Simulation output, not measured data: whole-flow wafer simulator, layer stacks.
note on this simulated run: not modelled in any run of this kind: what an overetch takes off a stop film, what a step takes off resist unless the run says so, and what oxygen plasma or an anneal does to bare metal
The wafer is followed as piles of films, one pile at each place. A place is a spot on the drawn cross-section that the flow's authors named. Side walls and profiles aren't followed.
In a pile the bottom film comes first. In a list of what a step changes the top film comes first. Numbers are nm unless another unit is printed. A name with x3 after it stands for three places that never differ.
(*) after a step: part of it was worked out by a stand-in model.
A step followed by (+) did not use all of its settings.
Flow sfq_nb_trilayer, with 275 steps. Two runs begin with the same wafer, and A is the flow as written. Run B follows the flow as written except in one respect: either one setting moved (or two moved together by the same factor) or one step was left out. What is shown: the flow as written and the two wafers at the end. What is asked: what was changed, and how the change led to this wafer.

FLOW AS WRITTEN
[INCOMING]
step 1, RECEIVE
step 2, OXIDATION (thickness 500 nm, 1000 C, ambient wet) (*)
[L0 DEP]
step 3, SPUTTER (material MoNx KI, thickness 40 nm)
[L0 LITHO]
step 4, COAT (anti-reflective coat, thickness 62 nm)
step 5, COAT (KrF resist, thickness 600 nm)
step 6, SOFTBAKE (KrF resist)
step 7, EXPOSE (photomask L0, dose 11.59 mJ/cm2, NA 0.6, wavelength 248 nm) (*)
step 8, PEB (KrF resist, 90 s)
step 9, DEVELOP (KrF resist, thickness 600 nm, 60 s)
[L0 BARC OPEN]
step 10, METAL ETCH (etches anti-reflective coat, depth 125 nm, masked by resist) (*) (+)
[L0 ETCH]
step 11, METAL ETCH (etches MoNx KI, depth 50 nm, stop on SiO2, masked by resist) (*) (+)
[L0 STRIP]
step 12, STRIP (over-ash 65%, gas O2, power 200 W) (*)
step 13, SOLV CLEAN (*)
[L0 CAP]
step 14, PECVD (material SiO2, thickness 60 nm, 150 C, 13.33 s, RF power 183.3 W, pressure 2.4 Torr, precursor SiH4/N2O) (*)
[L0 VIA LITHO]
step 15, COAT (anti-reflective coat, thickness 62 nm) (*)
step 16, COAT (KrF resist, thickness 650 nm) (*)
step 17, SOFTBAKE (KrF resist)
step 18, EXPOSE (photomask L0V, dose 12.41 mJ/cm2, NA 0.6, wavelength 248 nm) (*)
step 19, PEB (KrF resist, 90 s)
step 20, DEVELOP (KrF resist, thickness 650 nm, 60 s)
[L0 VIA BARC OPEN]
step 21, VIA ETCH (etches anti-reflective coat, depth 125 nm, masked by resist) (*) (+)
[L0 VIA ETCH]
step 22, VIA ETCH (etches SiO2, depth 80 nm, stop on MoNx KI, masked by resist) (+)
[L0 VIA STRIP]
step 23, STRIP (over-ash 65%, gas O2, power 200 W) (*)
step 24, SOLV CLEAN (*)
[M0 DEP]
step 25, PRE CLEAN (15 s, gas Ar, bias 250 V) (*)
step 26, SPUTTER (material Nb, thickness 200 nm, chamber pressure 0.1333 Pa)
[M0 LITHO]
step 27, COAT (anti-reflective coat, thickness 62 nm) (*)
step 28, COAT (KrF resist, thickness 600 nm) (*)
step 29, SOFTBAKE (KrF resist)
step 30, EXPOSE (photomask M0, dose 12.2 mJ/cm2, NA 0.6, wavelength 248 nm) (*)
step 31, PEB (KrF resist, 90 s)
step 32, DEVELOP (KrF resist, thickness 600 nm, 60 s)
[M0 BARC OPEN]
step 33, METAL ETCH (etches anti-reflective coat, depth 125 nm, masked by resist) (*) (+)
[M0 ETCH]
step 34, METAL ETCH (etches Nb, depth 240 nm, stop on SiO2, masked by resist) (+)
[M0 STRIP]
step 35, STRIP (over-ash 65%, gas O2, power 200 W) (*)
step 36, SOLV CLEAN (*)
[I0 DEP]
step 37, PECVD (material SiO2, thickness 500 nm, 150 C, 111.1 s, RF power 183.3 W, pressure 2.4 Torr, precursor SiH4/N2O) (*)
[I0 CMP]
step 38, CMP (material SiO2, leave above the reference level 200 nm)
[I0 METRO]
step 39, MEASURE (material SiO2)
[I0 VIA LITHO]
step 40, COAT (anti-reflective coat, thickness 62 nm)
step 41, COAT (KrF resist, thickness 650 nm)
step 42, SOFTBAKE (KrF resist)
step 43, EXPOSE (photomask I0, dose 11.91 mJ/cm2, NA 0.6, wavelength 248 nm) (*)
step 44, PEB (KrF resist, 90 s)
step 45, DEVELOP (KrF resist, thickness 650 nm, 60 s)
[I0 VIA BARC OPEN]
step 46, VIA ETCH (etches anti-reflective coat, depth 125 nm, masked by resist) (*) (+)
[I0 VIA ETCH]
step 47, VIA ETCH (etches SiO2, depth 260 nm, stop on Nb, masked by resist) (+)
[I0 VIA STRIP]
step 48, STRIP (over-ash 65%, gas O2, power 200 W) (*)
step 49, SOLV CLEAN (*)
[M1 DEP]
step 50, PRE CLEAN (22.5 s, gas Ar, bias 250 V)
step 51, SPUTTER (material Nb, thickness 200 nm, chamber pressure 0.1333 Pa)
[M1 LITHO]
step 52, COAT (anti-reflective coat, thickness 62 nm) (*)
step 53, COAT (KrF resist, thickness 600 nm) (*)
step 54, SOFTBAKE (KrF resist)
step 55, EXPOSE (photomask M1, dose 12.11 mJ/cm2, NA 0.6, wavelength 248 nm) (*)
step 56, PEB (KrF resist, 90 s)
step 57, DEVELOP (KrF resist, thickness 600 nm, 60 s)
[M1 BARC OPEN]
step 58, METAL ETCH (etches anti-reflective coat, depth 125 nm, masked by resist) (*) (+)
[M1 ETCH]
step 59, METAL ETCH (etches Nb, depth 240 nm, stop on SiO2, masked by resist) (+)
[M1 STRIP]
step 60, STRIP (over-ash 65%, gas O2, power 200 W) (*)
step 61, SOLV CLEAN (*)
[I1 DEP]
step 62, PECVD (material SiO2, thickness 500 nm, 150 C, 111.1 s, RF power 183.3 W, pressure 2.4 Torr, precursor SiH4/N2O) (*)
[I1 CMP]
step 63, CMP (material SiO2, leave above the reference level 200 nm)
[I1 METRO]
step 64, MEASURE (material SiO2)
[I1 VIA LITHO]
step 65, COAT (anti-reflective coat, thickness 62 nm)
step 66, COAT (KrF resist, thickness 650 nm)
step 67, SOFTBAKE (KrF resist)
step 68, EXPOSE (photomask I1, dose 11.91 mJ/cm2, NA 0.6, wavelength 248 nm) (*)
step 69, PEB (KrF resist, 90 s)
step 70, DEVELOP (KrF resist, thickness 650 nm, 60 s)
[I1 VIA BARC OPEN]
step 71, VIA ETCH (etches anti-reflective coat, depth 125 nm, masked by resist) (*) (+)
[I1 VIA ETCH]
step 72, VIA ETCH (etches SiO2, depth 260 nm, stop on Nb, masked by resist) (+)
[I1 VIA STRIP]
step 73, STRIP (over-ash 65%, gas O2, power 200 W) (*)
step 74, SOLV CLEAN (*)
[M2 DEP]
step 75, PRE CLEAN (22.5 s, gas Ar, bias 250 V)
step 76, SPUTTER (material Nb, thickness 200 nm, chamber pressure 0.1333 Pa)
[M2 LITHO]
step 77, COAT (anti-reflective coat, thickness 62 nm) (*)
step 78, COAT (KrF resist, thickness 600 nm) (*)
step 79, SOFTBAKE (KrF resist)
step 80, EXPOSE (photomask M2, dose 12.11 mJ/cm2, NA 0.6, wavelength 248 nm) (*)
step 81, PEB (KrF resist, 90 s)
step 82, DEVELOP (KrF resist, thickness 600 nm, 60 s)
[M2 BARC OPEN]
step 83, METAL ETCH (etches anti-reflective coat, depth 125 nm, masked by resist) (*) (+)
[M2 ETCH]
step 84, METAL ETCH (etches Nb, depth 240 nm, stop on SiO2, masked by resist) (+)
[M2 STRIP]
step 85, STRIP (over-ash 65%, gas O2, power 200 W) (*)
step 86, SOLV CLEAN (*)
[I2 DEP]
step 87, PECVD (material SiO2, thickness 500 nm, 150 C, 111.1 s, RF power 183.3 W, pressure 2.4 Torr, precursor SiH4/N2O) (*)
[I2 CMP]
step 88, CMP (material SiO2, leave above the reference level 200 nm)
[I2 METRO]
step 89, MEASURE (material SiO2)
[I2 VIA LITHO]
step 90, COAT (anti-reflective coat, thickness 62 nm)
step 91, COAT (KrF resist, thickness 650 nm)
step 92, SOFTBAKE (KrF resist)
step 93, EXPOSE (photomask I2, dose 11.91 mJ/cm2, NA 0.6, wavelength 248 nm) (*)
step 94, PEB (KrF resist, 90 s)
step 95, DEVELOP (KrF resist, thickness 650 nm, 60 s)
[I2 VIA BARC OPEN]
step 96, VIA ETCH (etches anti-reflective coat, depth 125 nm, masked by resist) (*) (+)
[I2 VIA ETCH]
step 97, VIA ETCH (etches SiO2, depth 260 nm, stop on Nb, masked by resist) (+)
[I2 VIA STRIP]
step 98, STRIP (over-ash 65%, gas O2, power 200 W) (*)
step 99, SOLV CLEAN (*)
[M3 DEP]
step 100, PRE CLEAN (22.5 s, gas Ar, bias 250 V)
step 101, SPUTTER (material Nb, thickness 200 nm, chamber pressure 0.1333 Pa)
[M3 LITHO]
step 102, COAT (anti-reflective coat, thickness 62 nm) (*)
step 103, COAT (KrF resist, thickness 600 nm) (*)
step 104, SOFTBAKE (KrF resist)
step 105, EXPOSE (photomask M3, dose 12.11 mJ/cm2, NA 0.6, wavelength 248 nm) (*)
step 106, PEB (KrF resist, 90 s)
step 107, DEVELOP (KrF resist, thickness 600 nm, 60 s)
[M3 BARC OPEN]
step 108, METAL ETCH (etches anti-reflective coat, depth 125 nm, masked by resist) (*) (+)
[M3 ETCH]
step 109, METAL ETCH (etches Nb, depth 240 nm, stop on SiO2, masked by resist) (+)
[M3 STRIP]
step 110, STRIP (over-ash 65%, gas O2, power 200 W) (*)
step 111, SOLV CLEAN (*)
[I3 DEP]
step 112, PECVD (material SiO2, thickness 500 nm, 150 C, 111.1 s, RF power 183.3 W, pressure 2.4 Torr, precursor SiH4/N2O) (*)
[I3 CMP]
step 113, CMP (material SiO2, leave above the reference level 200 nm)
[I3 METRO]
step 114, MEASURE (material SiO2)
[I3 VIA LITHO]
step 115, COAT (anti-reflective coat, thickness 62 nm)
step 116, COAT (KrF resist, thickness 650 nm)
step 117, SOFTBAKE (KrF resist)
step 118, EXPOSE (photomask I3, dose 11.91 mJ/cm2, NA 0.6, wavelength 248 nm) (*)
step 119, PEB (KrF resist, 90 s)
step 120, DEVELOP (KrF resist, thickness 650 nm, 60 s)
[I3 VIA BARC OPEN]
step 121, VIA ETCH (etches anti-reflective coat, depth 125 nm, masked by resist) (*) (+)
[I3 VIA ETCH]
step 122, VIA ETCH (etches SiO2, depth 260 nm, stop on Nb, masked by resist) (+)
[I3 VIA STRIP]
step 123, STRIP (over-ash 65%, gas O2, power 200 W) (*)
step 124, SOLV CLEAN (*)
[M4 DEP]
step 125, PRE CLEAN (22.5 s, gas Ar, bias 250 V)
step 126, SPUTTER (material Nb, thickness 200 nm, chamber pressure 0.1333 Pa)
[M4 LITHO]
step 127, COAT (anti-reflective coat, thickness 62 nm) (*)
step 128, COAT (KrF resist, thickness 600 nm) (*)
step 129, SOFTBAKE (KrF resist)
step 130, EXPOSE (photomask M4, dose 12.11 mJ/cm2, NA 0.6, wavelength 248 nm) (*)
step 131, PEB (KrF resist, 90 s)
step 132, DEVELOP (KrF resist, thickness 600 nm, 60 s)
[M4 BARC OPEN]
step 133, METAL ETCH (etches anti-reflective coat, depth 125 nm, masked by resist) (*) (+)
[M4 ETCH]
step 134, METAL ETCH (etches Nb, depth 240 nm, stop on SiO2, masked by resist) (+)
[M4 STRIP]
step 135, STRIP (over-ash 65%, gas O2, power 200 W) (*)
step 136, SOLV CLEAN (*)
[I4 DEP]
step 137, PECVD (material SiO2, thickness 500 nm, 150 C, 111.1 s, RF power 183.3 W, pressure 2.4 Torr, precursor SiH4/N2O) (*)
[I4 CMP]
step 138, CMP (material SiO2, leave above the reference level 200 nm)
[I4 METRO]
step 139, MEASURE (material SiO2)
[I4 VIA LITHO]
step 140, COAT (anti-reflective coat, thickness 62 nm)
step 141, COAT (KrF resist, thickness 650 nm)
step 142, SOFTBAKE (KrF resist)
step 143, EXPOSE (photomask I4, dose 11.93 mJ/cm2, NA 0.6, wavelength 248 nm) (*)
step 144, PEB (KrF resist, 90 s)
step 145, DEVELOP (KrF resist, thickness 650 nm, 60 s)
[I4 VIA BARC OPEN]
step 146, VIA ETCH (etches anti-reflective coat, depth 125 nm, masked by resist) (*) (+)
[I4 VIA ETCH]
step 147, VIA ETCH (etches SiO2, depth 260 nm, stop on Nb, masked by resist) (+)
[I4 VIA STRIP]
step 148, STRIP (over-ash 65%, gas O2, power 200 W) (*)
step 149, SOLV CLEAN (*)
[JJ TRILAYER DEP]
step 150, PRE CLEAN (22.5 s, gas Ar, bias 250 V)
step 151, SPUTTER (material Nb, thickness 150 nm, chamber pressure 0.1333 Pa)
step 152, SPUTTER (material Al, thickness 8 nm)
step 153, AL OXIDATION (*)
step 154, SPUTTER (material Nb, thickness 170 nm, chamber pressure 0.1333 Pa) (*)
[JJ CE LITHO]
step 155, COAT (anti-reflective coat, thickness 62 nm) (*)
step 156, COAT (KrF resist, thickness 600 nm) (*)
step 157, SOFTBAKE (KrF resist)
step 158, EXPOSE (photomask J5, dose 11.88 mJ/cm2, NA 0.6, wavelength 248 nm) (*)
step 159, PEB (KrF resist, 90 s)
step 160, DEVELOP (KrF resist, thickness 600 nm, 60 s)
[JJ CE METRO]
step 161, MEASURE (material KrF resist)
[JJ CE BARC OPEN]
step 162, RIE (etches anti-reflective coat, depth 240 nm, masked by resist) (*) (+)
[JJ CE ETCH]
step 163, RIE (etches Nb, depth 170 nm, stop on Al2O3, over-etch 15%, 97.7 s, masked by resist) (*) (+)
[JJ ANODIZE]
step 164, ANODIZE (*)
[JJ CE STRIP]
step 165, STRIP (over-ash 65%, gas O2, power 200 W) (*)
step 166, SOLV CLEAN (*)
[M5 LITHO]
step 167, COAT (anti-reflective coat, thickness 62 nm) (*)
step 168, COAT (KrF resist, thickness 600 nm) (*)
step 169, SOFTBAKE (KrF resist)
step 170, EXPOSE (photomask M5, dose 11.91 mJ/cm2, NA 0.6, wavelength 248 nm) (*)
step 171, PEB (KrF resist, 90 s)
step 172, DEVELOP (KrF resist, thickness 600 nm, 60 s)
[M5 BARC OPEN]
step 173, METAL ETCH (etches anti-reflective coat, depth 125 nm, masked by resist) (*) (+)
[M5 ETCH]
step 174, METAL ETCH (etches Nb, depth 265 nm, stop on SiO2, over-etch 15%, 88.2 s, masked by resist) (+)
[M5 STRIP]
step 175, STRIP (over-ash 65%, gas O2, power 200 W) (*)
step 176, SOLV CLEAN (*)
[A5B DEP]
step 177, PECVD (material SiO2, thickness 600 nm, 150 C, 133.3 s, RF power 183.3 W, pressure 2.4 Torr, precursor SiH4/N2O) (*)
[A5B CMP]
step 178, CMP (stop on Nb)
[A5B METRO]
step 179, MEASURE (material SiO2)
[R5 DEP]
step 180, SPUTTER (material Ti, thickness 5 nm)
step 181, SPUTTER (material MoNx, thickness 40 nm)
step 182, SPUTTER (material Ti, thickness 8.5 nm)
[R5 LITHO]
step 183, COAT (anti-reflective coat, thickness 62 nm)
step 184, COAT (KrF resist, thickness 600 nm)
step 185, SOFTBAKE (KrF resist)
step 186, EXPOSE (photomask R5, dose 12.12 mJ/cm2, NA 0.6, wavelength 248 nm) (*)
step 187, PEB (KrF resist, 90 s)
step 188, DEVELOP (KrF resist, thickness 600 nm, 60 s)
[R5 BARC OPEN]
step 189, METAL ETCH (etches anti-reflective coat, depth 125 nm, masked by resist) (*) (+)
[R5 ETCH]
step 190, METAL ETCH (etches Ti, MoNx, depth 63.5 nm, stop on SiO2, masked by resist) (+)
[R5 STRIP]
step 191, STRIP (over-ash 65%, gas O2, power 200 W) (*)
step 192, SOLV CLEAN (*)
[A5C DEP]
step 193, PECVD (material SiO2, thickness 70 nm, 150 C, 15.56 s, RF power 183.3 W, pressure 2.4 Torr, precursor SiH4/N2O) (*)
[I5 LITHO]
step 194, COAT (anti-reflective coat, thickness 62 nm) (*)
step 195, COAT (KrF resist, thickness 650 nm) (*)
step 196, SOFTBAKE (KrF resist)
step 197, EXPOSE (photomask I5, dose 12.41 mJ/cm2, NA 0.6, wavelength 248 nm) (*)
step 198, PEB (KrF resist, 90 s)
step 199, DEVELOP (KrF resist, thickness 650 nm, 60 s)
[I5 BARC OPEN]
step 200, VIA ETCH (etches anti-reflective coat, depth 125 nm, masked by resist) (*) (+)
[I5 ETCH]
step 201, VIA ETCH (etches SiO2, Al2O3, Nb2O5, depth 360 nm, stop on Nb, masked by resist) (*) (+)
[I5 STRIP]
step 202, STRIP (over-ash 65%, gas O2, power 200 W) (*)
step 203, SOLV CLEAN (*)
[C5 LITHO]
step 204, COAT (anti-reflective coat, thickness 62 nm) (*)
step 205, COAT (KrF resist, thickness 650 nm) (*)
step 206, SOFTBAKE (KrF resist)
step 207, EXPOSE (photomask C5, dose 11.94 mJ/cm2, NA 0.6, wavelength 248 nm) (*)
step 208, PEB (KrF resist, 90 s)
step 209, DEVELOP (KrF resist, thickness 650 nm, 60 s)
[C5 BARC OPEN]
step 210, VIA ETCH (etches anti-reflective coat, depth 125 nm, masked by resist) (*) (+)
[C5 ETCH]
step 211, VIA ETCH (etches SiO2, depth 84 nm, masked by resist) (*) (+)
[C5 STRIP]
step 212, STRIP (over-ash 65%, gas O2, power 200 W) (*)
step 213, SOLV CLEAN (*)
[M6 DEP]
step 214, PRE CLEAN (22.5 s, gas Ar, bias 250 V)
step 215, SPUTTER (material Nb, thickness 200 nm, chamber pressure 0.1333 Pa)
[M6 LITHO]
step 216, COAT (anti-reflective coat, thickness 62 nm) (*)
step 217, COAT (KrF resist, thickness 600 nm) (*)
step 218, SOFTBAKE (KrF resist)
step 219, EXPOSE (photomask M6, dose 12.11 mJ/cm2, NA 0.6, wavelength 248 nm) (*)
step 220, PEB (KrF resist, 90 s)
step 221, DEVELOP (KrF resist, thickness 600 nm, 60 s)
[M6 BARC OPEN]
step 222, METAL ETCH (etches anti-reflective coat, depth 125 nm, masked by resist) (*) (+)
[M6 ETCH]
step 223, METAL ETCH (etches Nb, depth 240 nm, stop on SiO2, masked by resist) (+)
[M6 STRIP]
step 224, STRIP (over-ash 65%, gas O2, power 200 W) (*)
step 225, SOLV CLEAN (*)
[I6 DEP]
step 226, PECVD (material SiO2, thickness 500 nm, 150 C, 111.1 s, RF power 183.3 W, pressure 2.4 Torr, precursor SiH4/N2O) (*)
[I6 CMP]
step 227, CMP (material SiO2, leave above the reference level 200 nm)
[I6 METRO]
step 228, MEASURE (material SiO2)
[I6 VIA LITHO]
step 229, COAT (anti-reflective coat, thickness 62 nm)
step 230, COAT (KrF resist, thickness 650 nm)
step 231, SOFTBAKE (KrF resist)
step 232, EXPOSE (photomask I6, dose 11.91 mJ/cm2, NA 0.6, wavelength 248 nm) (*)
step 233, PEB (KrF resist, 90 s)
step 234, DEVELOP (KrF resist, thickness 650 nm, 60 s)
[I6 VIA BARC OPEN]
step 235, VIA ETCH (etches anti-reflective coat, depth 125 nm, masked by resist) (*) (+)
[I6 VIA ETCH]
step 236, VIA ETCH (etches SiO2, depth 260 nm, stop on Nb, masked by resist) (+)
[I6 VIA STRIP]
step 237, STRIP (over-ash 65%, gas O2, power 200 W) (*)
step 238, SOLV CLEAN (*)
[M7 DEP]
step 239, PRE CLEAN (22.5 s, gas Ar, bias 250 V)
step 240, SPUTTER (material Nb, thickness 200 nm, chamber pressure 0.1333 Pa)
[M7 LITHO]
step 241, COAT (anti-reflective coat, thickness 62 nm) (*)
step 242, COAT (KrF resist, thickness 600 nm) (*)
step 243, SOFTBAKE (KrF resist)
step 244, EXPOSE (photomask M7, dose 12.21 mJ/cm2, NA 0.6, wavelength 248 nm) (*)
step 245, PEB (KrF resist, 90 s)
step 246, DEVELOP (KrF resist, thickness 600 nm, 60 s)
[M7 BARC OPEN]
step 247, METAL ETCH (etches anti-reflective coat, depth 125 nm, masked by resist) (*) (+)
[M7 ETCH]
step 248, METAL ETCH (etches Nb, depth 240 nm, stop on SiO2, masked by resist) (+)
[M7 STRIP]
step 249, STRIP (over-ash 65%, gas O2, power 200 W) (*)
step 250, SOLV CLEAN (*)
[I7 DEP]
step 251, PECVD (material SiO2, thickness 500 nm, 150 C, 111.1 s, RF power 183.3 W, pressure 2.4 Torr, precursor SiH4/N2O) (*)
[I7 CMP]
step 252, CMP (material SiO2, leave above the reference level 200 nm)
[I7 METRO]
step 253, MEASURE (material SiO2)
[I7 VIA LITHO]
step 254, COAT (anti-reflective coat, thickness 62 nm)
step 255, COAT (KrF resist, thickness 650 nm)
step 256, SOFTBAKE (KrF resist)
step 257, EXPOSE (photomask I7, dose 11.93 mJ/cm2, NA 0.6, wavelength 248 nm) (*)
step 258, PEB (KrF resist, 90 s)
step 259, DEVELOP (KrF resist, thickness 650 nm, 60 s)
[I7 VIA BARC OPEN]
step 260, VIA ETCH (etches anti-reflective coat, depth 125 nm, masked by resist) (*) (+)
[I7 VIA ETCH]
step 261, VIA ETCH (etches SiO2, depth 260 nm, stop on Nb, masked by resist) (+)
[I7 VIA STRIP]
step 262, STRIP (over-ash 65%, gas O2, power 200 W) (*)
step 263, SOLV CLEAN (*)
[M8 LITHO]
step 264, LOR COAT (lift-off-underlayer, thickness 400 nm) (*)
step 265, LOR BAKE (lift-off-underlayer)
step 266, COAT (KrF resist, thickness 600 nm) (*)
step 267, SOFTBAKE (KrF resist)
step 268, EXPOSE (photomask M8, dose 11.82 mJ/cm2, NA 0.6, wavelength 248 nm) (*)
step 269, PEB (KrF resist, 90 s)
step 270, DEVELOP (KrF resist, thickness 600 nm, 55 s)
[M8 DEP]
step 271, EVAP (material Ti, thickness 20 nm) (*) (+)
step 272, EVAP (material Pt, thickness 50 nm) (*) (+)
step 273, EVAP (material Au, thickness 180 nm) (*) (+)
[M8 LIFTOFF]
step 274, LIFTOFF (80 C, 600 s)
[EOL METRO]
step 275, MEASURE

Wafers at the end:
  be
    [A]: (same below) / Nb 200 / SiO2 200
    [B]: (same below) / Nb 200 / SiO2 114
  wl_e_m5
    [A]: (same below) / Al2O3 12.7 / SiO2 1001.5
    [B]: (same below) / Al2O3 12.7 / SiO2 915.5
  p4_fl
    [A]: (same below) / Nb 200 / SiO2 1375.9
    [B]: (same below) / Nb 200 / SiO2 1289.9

Cause: step 252, CMP: leave above the reference level 114 nm was run, whereas the flow has leave above the reference level 200 nm.
The wafer itself shows it: be has SiO2 114, and step 252 as written asks for 200 nm.

Step by step, how the change led to this:
  step 252, CMP (material SiO2, leave above the reference level 200 nm)
      field_l, p4_fl, p4_fm and 56 more: A SiO2 loses 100 | B SiO2 loses 186
      v_sur, via_wl, via_w and 37 more: A SiO2 loses 300 | B SiO2 loses 386
      (as well as at 7 more places)
  step 261, VIA ETCH (etches SiO2, depth 260 nm, stop on Nb, masked by resist) (+)
      field_l, v_sur, via_sp and 100 more: A KrF resist loses 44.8 | B KrF resist loses 29.4
      via_wl, via_w, via_wr: A SiO2 loses 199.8 (all of it) | B SiO2 loses 113.8 (all of it)
  step 262, STRIP (over-ash 65%, gas O2, power 200 W) (*)
      field_l, v_sur, via_sp and 100 more: A KrF resist loses 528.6 (all of it), anti-reflective coat loses 62 (all of it) | B KrF resist loses 544 (all of it), anti-reflective coat loses 62 (all of it)
  step 264, LOR COAT (lift-off-underlayer, thickness 400 nm) (*)
      via_wl, via_wr: A lift-off-underlayer gains 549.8 (new film) | B lift-off-underlayer gains 485.4 (new film)
      v_sur: A lift-off-underlayer gains 369.4 (new film) | B lift-off-underlayer gains 382.6 (new film)
      (as well as at 2 more places)
  step 266, COAT (KrF resist, thickness 600 nm) (*)
      via_w: A KrF resist gains 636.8 (new film) | B KrF resist gains 621 (new film)
  step 270, DEVELOP (KrF resist, thickness 600 nm, 55 s)
      v_sur: A KrF resist loses 607.3 (all of it), lift-off-underlayer loses 369.4 (all of it) | B KrF resist loses 603.6 (all of it), lift-off-underlayer loses 382.6 (all of it)
      via_wl: A KrF resist loses 623.9 (all of it), lift-off-underlayer loses 549.8 (all of it) | B KrF resist loses 613.1 (all of it), lift-off-underlayer loses 485.4 (all of it)
      (as well as at 3 more places)
